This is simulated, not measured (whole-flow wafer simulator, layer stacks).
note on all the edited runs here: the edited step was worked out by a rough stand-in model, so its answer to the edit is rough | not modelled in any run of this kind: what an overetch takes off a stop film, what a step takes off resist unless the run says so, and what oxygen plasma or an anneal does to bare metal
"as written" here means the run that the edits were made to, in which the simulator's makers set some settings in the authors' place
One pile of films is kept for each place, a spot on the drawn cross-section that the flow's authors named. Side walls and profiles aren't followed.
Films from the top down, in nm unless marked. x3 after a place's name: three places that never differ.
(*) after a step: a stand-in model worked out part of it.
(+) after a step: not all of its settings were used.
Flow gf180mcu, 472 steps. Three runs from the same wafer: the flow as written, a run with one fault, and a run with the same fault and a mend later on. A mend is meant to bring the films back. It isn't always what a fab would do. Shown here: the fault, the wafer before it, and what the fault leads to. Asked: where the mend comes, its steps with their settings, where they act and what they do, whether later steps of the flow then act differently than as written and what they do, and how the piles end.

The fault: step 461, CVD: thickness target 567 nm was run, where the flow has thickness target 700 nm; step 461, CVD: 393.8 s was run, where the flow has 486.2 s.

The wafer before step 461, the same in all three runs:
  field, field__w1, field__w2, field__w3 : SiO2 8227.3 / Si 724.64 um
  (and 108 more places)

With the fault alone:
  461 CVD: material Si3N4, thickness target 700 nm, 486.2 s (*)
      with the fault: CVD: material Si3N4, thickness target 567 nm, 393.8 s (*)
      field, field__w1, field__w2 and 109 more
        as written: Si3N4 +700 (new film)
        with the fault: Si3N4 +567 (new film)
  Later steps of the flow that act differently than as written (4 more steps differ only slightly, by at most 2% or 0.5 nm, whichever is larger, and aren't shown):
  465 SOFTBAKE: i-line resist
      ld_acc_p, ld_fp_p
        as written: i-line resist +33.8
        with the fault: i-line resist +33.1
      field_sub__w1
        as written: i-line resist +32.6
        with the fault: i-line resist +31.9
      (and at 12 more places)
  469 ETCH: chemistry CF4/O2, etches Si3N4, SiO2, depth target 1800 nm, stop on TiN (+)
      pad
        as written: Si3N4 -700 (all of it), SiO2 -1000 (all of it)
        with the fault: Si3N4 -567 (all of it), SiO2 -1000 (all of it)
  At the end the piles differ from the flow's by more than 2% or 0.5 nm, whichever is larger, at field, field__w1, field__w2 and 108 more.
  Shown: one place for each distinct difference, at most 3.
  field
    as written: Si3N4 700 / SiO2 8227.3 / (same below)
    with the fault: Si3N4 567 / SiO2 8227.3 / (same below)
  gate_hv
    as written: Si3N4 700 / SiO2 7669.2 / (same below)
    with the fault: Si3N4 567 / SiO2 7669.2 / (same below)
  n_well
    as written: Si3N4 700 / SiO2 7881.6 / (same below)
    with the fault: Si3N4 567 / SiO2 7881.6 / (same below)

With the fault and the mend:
  The mend comes after step 461.
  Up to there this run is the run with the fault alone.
  461a CVD: material Si3N4, thickness target 133 nm, 92.37 s (*) (the flow's step 461 once more, with other settings)
      field, field__w1, field__w2 and 109 more
        Si3N4 +133.1
  No later step of the flow acts differently than as written, at any place that is followed, by more than 2% or 0.5 nm, whichever is larger.
  At the end the piles differ from the flow's only slightly at the places that both follow, by at most 2% or 0.5 nm, whichever is larger.
